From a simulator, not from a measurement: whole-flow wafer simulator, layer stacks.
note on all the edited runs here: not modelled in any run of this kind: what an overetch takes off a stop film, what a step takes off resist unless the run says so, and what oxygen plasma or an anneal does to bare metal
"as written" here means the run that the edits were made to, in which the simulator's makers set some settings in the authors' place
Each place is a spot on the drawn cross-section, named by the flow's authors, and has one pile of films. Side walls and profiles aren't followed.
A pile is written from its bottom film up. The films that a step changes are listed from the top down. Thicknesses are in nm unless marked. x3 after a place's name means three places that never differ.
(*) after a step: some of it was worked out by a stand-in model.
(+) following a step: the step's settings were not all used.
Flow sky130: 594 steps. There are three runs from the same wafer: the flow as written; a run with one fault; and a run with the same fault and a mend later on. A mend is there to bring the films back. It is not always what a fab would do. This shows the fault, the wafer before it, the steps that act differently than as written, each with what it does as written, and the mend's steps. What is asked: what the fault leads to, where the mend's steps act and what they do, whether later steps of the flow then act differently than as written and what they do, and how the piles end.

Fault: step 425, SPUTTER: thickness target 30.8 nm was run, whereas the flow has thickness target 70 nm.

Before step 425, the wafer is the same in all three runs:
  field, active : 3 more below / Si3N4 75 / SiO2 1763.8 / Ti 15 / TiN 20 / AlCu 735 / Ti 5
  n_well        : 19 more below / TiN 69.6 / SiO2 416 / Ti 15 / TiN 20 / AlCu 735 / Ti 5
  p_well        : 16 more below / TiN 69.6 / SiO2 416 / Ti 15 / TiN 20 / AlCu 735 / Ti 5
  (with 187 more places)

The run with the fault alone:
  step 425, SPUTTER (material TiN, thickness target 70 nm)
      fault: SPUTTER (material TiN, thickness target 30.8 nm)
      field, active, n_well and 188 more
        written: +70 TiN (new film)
        fault: +30.8 TiN (new film)
  Later steps of the flow acting differently than as written (16 other steps are not shown; they differ only slightly, by no more than 2% or 0.5 nm, whichever is larger):
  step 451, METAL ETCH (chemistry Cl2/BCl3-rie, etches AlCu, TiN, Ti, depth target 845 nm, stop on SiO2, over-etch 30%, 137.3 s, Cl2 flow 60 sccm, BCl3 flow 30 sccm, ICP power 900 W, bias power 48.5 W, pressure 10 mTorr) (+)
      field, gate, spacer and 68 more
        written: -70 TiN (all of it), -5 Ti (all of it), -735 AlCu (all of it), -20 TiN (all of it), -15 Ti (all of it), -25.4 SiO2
        fault: -30.8 TiN (all of it), -5 Ti (all of it), -735 AlCu (all of it), -20 TiN (all of it), -15 Ti (all of it), -29.3 SiO2
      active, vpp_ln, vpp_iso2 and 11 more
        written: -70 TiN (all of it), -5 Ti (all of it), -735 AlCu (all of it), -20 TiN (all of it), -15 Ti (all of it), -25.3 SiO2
        fault: -30.8 TiN (all of it), -5 Ti (all of it), -735 AlCu (all of it), -20 TiN (all of it), -15 Ti (all of it), -29.3 SiO2
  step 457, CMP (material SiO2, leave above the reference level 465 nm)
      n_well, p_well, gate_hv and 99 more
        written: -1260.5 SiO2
        fault: -1221.3 SiO2
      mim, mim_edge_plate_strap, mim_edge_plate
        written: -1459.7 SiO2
        fault: -1420.5 SiO2
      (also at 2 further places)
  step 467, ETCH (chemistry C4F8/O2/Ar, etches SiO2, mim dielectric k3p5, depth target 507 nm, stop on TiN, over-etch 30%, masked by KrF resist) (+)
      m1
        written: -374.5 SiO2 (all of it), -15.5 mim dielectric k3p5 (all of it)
        fault: -413.7 SiO2 (all of it), -15.5 mim dielectric k3p5 (all of it)
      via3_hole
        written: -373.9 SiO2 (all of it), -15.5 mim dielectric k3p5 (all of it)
        fault: -413.1 SiO2 (all of it), -15.5 mim dielectric k3p5 (all of it)
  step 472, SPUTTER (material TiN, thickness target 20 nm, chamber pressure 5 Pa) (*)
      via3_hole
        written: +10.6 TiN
        fault: +10 TiN
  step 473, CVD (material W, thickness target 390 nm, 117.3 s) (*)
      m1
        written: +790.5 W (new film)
        fault: +830.2 W (new film)
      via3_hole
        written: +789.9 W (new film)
        fault: +829.6 W (new film)
  At n_well, p_well, gate_hv and 104 more, the piles at the end differ from the flow's by more than 2% or 0.5 nm, whichever is larger.
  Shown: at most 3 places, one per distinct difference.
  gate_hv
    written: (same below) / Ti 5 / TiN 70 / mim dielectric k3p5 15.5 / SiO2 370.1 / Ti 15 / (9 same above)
    fault: (same below) / Ti 5 / TiN 30.8 / mim dielectric k3p5 15.5 / SiO2 409.3 / Ti 15 / (9 same above)
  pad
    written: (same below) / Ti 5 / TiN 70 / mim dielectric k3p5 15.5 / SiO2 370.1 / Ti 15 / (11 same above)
    fault: (same below) / Ti 5 / TiN 30.8 / mim dielectric k3p5 15.5 / SiO2 409.3 / Ti 15 / (11 same above)
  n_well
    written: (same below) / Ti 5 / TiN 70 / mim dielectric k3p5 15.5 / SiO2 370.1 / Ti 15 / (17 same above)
    fault: (same below) / Ti 5 / TiN 30.8 / mim dielectric k3p5 15.5 / SiO2 409.3 / Ti 15 / (17 same above)

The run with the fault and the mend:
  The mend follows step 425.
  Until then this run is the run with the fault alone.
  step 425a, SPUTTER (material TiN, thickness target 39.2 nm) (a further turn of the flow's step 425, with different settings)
      field, active, n_well and 188 more
        +39.2 TiN
  None of the later steps of the flow acts differently than as written at any place that is followed.
  At every place that both follow, the piles at the end match the flow's.
